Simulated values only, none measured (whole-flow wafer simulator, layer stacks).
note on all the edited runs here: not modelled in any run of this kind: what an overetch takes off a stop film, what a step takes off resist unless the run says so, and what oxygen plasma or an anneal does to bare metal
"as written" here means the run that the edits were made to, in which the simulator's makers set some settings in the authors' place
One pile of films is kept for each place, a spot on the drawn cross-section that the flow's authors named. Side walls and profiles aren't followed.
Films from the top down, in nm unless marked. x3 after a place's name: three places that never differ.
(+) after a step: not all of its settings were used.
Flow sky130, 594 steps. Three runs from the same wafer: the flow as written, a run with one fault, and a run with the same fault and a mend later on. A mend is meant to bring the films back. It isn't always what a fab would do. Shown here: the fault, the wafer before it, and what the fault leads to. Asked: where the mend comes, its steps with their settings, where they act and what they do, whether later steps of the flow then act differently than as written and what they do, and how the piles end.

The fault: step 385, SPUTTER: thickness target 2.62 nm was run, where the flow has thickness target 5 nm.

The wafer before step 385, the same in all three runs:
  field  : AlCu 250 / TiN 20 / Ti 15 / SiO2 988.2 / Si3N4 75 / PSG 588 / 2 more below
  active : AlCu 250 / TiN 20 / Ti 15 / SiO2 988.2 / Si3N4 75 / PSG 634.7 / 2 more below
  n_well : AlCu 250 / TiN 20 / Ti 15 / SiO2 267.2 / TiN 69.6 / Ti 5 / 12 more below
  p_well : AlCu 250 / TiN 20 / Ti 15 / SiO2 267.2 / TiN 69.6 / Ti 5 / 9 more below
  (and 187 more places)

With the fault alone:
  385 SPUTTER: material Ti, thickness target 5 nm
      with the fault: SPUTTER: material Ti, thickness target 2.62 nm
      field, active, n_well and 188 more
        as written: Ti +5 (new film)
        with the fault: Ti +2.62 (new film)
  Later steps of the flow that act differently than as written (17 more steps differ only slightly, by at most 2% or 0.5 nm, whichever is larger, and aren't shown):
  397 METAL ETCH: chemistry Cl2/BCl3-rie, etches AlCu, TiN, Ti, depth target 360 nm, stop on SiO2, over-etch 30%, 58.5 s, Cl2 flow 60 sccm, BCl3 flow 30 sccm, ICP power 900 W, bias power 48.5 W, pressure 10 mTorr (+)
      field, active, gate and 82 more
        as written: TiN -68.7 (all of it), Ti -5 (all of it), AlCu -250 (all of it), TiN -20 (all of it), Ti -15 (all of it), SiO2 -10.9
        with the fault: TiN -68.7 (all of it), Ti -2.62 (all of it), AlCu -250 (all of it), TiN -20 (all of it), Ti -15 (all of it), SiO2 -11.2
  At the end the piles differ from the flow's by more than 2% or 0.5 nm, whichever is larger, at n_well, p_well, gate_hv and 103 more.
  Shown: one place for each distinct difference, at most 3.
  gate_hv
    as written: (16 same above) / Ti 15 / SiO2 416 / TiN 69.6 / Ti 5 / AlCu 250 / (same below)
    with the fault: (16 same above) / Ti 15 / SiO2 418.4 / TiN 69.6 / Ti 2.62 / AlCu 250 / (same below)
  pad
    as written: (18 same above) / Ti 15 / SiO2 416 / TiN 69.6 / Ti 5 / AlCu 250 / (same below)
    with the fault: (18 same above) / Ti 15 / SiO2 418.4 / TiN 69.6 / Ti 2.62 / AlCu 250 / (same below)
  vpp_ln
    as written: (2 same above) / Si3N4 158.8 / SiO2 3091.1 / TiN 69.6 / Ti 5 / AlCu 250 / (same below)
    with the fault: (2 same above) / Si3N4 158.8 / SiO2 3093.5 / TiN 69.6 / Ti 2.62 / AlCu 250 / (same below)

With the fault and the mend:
  The mend comes after step 385.
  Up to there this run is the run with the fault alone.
  385a SPUTTER: material Ti, thickness target 2.38 nm (the flow's step 385 once more, with other settings)
      field, active, n_well and 188 more
        Ti +2.38
  No later step of the flow acts differently than as written at any place that is followed.
  At the end the piles are the same as the flow's at every place that both follow.
